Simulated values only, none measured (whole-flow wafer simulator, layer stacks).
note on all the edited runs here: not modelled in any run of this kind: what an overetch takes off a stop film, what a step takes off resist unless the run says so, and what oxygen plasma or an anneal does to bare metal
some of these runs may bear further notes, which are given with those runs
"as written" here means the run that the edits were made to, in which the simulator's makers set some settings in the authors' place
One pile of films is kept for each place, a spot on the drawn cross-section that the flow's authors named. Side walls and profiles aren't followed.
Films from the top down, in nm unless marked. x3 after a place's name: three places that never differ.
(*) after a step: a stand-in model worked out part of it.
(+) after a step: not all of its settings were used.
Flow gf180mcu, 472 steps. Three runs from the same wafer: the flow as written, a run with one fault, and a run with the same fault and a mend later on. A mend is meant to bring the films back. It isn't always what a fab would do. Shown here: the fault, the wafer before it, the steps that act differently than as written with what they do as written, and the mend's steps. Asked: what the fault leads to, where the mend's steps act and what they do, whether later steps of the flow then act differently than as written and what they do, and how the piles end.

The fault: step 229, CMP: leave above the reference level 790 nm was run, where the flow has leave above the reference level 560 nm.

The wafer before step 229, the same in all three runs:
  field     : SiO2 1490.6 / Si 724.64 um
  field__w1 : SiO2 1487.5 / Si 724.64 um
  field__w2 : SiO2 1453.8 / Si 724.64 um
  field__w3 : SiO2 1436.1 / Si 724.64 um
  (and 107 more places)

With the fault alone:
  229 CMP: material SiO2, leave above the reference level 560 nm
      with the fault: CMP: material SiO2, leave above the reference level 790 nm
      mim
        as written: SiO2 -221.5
        with the fault: nothing
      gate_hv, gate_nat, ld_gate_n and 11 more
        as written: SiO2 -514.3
        with the fault: SiO2 -284.3
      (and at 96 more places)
  Later steps of the flow that act differently than as written (3 more steps differ only slightly, by at most 2% or 0.5 nm, whichever is larger, and aren't shown):
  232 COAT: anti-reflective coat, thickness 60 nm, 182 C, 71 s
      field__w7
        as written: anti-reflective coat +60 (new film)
        with the fault: anti-reflective coat +58 (new film)
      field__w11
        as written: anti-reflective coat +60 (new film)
        with the fault: anti-reflective coat +57.9 (new film)
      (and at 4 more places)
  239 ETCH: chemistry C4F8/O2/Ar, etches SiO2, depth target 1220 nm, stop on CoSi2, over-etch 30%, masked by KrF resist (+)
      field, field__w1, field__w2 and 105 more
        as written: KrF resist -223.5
        with the fault: KrF resist -244
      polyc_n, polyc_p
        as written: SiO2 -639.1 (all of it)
        with the fault: SiO2 -869.1 (all of it)
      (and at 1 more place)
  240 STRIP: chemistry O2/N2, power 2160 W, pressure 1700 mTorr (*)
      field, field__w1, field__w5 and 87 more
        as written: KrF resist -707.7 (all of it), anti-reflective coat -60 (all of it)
        with the fault: KrF resist -687.2 (all of it), anti-reflective coat -60 (all of it)
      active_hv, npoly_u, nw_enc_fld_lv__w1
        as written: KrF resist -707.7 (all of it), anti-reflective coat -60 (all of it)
        with the fault: KrF resist -686.9 (all of it), anti-reflective coat -60.1 (all of it)
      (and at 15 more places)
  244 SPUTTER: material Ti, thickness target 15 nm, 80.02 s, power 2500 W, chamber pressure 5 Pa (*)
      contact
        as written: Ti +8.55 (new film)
        with the fault: Ti +7.48 (new film)
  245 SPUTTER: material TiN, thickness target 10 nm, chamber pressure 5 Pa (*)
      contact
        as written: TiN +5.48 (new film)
        with the fault: TiN +4.81 (new film)
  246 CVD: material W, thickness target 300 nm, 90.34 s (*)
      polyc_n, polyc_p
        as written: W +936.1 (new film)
        with the fault: W +1166.1 (new film)
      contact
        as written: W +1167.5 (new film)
        with the fault: W +1399.2 (new film)
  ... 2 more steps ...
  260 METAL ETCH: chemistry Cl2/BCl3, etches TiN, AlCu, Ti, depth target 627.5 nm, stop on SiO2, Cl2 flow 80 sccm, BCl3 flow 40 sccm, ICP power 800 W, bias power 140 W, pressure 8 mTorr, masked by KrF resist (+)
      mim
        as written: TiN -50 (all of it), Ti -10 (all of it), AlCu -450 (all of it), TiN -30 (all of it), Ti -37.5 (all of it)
        with the fault: TiN -50 (all of it), Ti -10 (all of it), AlCu -450 (all of it), TiN -30 (all of it), Ti -42.7 (all of it)
  At the end the piles differ from the flow's by more than 2% or 0.5 nm, whichever is larger, at field, field__w1, field__w2 and 109 more.
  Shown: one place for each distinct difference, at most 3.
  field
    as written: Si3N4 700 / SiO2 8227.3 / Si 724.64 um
    with the fault: Si3N4 700 / SiO2 8457.2 / Si 724.64 um
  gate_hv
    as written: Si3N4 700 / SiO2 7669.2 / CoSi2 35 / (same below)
    with the fault: Si3N4 700 / SiO2 7899.1 / CoSi2 35 / (same below)
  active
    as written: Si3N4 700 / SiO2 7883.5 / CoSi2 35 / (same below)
    with the fault: Si3N4 700 / SiO2 8113.5 / CoSi2 35 / (same below)

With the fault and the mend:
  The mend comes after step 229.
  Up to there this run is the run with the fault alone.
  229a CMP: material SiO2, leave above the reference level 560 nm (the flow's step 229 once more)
      field, field__w1, field__w2 and 107 more
        SiO2 -230
      mim
        SiO2 -221.5
  No later step of the flow acts differently than as written at any place that is followed.
  At the end the piles are the same as the flow's at every place that both follow.
